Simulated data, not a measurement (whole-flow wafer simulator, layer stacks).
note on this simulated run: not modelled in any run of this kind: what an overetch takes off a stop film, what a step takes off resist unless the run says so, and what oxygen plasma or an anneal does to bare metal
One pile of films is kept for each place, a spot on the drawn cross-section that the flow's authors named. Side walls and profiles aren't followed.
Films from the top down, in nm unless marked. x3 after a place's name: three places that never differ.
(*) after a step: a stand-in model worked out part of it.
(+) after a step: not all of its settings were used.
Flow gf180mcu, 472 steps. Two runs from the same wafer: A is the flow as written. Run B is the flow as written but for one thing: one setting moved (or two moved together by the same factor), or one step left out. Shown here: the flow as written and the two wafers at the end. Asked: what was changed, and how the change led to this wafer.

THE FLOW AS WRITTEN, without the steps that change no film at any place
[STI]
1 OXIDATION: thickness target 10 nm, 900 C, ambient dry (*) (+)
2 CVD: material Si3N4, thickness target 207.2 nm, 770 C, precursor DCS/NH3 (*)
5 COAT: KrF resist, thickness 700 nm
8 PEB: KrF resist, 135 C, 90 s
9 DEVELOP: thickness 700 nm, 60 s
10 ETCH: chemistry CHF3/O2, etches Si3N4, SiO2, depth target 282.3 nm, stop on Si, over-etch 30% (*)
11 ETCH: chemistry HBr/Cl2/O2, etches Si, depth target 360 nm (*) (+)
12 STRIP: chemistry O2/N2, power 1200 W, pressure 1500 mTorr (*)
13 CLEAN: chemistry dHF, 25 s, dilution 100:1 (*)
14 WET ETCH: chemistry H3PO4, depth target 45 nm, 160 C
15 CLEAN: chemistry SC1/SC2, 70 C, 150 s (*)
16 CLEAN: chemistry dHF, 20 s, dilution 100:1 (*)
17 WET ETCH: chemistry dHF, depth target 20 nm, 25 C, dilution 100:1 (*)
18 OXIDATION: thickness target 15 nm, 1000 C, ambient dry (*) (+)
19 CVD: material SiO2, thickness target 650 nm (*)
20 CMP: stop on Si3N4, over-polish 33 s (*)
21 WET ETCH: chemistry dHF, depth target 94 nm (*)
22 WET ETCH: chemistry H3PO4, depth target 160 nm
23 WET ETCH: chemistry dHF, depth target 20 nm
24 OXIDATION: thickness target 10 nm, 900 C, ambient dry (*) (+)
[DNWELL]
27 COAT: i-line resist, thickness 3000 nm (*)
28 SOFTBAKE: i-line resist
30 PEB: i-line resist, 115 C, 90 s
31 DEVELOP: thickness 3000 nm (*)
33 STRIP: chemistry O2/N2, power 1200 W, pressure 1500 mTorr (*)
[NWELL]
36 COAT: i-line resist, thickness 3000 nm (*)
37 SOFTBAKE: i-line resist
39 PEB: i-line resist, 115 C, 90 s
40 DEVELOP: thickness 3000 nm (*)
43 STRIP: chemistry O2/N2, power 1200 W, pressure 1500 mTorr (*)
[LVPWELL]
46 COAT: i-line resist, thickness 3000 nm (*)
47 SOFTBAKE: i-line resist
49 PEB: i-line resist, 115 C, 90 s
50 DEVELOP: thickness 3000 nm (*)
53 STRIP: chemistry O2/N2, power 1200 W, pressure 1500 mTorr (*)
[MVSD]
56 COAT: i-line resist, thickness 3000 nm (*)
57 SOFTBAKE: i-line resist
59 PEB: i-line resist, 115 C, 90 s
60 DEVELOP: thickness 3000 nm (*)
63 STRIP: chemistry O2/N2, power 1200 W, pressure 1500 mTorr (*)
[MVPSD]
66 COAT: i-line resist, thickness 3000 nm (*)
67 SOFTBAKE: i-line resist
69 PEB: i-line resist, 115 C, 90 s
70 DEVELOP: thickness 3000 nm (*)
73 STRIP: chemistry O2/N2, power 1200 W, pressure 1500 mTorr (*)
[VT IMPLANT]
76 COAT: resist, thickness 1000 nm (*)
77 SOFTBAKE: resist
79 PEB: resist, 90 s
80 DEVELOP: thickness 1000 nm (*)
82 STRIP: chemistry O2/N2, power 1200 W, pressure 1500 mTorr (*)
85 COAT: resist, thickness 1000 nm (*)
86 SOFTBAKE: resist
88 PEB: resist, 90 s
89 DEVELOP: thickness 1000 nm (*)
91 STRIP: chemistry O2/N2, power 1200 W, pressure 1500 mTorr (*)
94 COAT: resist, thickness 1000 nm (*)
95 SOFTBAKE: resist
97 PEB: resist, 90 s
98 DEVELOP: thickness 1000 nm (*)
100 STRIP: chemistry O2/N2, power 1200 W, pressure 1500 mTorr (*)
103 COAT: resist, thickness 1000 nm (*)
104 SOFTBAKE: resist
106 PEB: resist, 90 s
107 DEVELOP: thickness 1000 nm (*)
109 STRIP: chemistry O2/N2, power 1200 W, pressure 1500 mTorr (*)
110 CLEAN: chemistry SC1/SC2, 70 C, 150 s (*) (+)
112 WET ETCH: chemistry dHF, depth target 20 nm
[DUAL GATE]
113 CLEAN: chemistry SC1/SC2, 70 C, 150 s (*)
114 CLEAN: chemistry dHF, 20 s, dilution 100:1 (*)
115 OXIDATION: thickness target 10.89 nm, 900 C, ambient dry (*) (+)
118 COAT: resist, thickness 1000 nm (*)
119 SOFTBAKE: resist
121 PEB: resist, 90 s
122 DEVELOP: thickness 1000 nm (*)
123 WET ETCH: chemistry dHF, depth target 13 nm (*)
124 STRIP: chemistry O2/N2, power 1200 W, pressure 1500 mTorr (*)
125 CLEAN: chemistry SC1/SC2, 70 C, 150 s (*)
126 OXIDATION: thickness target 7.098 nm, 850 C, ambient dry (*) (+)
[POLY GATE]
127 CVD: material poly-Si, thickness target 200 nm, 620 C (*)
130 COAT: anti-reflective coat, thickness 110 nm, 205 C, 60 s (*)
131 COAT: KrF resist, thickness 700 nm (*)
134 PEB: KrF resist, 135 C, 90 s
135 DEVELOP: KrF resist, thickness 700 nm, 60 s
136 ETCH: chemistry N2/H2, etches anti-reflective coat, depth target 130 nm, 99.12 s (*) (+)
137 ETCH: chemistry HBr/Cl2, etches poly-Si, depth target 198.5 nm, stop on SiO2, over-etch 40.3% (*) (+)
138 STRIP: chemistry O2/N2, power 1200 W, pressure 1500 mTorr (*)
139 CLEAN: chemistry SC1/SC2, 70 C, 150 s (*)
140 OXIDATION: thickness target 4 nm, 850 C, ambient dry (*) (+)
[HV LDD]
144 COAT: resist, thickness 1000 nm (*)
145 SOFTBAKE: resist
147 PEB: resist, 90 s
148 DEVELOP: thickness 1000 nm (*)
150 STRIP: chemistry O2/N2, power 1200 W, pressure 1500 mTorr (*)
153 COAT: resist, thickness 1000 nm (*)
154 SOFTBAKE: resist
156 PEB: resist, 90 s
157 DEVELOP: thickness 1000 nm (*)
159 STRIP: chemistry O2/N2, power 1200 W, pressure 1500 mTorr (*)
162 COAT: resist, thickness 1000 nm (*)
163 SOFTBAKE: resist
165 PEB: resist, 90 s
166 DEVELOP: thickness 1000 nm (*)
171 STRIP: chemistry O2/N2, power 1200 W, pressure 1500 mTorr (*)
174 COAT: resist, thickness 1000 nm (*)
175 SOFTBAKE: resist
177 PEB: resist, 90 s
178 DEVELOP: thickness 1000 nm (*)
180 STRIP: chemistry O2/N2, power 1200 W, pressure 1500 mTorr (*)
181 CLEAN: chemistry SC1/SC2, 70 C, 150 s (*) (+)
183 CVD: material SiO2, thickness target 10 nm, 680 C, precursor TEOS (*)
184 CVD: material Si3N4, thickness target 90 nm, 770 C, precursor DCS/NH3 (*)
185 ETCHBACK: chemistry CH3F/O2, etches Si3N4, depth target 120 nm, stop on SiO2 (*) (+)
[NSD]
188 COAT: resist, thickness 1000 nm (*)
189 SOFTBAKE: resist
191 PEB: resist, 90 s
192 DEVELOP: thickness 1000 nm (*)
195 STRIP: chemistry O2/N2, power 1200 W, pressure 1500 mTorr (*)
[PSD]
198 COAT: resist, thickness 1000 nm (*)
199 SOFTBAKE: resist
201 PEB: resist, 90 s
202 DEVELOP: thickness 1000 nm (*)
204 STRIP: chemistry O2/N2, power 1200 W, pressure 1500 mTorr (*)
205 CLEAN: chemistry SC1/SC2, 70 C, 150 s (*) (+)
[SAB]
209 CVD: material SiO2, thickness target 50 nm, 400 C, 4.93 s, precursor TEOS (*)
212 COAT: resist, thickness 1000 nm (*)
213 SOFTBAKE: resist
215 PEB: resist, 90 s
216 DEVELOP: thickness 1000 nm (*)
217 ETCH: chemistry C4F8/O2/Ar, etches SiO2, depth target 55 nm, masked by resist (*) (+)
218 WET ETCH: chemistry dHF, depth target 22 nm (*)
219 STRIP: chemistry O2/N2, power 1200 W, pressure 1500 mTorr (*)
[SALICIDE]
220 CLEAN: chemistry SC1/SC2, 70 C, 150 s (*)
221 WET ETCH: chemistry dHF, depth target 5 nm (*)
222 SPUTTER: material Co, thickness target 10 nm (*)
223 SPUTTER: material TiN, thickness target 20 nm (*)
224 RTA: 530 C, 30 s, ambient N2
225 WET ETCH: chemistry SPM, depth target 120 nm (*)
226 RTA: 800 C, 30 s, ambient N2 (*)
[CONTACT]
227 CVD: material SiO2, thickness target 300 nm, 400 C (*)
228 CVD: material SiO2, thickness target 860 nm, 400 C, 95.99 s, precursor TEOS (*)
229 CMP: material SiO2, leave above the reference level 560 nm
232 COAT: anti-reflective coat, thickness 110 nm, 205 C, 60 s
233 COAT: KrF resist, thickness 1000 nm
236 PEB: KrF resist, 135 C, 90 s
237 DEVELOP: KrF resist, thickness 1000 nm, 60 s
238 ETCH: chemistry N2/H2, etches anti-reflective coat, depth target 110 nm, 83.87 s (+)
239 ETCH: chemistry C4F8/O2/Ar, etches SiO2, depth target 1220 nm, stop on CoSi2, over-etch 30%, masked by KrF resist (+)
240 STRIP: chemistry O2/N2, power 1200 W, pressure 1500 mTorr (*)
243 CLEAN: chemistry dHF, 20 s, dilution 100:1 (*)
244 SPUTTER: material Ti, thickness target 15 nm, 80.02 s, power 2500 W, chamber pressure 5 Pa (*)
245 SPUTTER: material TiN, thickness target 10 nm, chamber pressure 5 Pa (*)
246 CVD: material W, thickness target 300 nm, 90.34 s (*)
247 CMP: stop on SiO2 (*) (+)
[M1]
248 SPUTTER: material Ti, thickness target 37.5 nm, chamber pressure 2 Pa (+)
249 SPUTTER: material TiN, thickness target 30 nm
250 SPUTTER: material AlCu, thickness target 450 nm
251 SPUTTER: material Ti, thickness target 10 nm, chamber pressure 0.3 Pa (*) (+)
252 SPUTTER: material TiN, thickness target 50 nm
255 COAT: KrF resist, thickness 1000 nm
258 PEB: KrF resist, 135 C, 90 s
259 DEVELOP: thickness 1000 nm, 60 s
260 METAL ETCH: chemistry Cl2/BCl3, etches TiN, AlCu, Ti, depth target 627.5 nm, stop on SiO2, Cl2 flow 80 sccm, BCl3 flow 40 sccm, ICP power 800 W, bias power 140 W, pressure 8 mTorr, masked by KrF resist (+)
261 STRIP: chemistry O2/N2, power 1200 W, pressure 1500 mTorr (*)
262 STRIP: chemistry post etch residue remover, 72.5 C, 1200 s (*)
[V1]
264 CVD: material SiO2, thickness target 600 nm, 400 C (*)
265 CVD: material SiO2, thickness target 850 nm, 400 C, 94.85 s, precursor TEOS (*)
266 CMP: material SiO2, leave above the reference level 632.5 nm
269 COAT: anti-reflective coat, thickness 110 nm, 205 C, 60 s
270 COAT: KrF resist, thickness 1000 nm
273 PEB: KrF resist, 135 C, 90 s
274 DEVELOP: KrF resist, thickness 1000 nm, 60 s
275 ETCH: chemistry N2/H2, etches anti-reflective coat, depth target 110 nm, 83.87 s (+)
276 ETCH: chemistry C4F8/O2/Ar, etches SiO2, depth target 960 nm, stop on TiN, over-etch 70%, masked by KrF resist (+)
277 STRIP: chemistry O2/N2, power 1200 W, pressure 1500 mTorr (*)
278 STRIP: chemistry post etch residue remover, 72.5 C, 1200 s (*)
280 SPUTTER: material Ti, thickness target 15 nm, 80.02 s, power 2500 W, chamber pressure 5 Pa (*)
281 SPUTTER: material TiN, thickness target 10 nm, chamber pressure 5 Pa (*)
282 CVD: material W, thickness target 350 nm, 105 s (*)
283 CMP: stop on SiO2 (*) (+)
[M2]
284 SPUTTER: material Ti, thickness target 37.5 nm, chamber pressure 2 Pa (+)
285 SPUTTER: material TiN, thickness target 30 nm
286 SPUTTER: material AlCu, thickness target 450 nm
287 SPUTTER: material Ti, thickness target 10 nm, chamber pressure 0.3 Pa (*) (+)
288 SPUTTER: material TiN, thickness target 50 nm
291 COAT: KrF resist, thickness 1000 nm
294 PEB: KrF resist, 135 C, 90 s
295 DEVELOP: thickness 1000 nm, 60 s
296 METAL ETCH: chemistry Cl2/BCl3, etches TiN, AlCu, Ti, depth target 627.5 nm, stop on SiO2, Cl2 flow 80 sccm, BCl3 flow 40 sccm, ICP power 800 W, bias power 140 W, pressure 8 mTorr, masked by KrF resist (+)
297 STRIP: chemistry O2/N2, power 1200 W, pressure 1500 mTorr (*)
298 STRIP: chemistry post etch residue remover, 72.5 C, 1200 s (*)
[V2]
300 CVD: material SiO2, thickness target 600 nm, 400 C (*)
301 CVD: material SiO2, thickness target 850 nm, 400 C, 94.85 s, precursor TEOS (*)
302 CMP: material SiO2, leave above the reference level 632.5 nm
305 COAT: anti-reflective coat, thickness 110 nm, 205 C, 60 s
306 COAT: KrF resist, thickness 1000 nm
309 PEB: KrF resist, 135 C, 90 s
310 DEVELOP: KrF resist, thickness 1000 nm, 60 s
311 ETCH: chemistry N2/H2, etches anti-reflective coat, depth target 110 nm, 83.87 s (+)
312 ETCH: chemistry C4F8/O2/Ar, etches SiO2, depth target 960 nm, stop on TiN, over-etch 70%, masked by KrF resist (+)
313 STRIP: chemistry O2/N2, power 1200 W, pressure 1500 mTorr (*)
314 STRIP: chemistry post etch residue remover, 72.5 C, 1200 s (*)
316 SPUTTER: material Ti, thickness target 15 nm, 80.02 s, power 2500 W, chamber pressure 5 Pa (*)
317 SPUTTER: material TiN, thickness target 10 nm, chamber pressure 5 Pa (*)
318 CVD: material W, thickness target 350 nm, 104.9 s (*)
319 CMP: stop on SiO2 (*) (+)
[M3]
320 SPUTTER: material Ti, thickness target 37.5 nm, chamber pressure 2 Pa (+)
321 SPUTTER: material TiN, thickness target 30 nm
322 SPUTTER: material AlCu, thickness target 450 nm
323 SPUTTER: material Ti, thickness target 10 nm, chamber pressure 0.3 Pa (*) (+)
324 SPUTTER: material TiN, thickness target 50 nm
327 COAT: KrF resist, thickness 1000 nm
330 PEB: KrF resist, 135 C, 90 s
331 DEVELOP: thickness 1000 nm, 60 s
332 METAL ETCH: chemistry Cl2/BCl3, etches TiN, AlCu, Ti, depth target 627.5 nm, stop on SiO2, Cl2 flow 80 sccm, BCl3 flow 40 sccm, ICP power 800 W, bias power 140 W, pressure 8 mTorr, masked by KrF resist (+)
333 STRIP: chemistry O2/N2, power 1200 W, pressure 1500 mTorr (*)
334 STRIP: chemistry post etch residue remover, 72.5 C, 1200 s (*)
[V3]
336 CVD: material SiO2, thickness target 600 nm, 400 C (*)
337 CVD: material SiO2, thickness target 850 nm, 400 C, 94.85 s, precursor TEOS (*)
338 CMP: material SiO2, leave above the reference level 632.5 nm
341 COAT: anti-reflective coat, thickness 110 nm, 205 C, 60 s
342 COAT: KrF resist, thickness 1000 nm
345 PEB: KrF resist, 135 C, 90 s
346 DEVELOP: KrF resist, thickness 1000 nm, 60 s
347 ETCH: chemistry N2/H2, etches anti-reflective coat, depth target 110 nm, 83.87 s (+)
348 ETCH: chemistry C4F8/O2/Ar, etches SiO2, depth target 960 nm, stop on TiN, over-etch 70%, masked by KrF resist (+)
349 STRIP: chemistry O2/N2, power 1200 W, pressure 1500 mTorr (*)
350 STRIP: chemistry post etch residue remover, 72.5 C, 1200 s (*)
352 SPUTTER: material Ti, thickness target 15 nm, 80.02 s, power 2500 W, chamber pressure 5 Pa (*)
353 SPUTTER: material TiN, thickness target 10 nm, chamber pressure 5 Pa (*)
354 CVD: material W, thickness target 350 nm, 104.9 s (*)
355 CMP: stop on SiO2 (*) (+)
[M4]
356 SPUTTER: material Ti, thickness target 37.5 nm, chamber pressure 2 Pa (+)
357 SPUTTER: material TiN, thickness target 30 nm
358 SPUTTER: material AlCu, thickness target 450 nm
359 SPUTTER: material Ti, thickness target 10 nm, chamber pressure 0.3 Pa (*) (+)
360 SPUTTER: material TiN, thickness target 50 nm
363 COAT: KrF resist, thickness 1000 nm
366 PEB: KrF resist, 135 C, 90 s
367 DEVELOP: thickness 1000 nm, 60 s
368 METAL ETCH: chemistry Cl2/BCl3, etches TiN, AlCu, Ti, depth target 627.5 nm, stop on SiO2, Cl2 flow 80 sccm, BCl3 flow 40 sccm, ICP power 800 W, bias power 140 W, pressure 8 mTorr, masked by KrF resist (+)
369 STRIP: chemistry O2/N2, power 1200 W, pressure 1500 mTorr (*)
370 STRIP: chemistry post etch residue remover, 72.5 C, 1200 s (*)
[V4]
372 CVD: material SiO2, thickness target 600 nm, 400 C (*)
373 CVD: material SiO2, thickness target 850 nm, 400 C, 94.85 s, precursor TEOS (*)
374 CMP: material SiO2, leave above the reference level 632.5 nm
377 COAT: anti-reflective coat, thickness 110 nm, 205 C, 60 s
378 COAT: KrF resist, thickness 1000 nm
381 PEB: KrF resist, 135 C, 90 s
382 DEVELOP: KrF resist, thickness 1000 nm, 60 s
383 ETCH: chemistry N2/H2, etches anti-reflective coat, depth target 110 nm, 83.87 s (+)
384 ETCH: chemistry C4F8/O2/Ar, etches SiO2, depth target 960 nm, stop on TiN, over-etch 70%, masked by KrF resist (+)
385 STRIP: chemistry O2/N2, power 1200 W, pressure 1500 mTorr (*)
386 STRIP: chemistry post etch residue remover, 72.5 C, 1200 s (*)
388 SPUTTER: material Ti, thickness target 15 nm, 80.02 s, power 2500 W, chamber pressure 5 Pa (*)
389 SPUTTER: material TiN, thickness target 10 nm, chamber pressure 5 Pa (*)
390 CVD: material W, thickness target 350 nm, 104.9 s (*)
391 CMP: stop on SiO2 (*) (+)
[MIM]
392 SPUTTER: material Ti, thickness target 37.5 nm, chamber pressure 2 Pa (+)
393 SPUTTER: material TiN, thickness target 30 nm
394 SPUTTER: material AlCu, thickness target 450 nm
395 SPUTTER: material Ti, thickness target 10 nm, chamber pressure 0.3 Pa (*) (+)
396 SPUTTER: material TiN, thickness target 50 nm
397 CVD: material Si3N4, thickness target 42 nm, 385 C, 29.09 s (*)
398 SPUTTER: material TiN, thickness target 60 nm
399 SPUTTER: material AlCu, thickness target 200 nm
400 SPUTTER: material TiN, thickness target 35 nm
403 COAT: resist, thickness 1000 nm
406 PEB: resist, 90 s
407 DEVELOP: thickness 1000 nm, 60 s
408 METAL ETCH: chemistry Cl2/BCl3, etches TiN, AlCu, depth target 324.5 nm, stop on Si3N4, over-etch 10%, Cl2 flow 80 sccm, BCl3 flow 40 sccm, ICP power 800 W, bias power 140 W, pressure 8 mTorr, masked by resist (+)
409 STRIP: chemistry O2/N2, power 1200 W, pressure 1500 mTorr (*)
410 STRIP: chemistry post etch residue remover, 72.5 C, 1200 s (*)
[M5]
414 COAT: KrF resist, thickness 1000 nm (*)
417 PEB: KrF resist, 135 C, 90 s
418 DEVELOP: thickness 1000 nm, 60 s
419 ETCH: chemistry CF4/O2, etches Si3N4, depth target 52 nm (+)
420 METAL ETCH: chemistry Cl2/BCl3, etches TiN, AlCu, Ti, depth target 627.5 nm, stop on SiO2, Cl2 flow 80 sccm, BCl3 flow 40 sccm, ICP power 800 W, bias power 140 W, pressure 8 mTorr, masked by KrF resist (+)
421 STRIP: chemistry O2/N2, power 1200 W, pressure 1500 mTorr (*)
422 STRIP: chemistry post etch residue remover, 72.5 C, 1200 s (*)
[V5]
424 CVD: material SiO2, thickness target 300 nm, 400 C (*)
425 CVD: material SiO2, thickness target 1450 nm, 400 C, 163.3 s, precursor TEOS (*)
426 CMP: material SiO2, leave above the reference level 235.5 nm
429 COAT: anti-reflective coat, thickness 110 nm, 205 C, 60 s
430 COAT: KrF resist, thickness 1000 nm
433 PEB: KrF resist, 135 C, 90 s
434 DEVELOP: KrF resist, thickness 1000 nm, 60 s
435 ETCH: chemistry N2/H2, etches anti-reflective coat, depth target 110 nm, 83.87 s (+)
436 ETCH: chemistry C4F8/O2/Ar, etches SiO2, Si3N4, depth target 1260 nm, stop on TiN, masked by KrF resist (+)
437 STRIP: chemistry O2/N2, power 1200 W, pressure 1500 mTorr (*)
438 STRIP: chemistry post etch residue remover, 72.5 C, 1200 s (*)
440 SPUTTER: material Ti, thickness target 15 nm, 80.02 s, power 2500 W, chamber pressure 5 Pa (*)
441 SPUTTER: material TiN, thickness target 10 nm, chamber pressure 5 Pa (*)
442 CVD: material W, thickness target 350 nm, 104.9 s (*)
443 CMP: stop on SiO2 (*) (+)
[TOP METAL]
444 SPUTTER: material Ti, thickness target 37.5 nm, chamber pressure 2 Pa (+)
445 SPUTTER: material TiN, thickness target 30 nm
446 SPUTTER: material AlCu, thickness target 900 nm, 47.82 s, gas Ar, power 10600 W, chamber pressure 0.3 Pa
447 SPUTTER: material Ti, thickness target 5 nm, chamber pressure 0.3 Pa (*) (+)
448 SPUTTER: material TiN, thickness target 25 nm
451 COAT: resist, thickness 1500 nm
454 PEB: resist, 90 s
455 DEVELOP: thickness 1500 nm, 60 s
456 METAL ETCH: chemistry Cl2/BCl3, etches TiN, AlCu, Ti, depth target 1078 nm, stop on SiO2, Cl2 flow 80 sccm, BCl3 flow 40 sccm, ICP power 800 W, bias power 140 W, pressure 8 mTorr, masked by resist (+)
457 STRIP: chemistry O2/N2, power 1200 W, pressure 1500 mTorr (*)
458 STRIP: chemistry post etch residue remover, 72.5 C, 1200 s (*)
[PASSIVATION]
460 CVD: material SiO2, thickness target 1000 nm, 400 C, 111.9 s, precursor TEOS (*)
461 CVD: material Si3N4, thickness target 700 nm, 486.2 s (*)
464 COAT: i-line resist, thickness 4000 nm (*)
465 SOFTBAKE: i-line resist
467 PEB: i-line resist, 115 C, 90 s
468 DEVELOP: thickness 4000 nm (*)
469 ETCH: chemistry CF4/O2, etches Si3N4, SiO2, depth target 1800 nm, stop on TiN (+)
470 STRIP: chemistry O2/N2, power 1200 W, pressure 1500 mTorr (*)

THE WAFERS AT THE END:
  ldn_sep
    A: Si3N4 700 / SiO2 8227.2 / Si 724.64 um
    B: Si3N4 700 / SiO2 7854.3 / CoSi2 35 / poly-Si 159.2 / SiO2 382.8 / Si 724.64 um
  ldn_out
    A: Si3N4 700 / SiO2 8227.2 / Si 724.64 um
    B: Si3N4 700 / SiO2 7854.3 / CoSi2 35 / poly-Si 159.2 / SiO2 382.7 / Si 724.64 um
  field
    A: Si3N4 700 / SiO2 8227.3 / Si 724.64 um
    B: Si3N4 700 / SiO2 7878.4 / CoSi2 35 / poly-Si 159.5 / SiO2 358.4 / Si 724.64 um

The cause: step 137, ETCH: chemistry HBr/Cl2, etches poly-Si, depth target 198.5 nm, stop on SiO2, over-etch 40.3% (*) (+), was left out.

How the change led to this, step by step:
  138 STRIP: chemistry O2/N2, power 1200 W, pressure 1500 mTorr (*)
      field, field__w1, field__w2 and 61 more: A nothing | B chemical SiO2 +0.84 (new film), poly-Si -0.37
      gate: A chemical SiO2 +0.62 (new film), KrF resist -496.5 (all of it), anti-reflective coat -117 (all of it), poly-Si -0.27 | B chemical SiO2 +0.64 (new film), KrF resist -589.3 (all of it), anti-reflective coat -117 (all of it), poly-Si -0.28
      (and at 27 more places)
  139 CLEAN: chemistry SC1/SC2, 70 C, 150 s (*)
      field, field__w1, field__w2 and 34 more: A SiO2 -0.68 | B chemical SiO2 -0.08, poly-Si -0.26
  140 OXIDATION: thickness target 4 nm, 850 C, ambient dry (*) (+)
      field, field__w1, field__w2 and 21 more: A SiO2 +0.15, Si -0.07 | B SiO2 +4 (new film), chemical SiO2 -0.76 (all of it), poly-Si -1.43
      active_hv, active_nat, ld_sd_n and 11 more: A SiO2 +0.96, Si -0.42 | B SiO2 +4 (new film), chemical SiO2 -0.76 (all of it), poly-Si -1.43
      (and at 26 more places)
  144 COAT: resist, thickness 1000 nm (*)
      polyc_n, polyc_p: A resist +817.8 (new film) | B resist +990.1 (new film)
      field__w1: A resist +1018.2 (new film) | B resist +990.3 (new film)
      (and at 75 more places)
  145 SOFTBAKE: resist
      field__w3, ldp_fld__w2: A resist +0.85 | B nothing
      ldn_tap, ldp_tap: A resist +1.43 | B nothing
      (and at 65 more places)
  147 PEB: resist, 90 s
      field__w11, field__w13, mim: A resist -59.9 | B resist -57.4
      active, n_well: A resist -59.3 | B resist -57.7
      (and at 75 more places)
  148 DEVELOP: thickness 1000 nm (*)
      field__w7: A resist -990.3 (all of it) | B resist -946.8 (all of it)
      field__w9: A resist -975.4 (all of it) | B resist -947.5 (all of it)
      (and at 9 more places)
  150 STRIP: chemistry O2/N2, power 1200 W, pressure 1500 mTorr (*)
      field__w11, field__w13: A resist -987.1 (all of it) | B resist -946.8 (all of it)
      field__w1: A resist -961.2 (all of it) | B resist -933.7 (all of it)
      (and at 65 more places)
  153 COAT: resist, thickness 1000 nm (*)
      polyc_n, polyc_p: A resist +817.8 (new film) | B resist +990.1 (new film)
      field__w1: A resist +1018.2 (new film) | B resist +990.3 (new film)
      (and at 75 more places)
  154 SOFTBAKE: resist
      field__w3, ldp_fld__w2: A resist +0.85 | B nothing
      ldn_tap, ldp_tap: A resist +1.43 | B nothing
      (and at 65 more places)
  156 PEB: resist, 90 s
      field__w11, field__w13, mim: A resist -59.9 | B resist -57.4
      active, n_well: A resist -59.3 | B resist -57.7
      (and at 75 more places)
  157 DEVELOP: thickness 1000 nm (*)
      field__w11: A resist -987.1 (all of it) | B resist -946.8 (all of it)
      field__w12: A resist -990.5 (all of it) | B resist -947.6 (all of it)
      (and at 10 more places)
  159 STRIP: chemistry O2/N2, power 1200 W, pressure 1500 mTorr (*)
      field__w1: A resist -961.2 (all of it) | B resist -933.7 (all of it)
      field__w2: A resist -975.9 (all of it) | B resist -934.6 (all of it)
      (and at 65 more places)
  162 COAT: resist, thickness 1000 nm (*)
      polyc_n, polyc_p: A resist +817.8 (new film) | B resist +990.1 (new film)
      field__w1: A resist +1018.2 (new film) | B resist +990.3 (new film)
      (and at 75 more places)
  163 SOFTBAKE: resist
      field__w3, ldp_fld__w2: A resist +0.85 | B nothing
      ldn_tap, ldp_tap: A resist +1.43 | B nothing
      (and at 65 more places)
  165 PEB: resist, 90 s
      field__w11, field__w13, mim: A resist -59.9 | B resist -57.4
      active, n_well: A resist -59.3 | B resist -57.7
      (and at 75 more places)
  ... 35 more steps ...
  246 CVD: material W, thickness target 300 nm, 90.34 s (*)
      polyc_n, polyc_p: A W +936 (new film) | B W +1140 (new film)
Counting metal films that touch as one body, ldn_sep has 1 body; the flow as written gives 0 bodies.
Counting metal films that touch as one body, ldn_out has 1 body; the flow as written gives 0 bodies.
Counting metal films that touch as one body, field has 1 body; the flow as written gives 0 bodies.
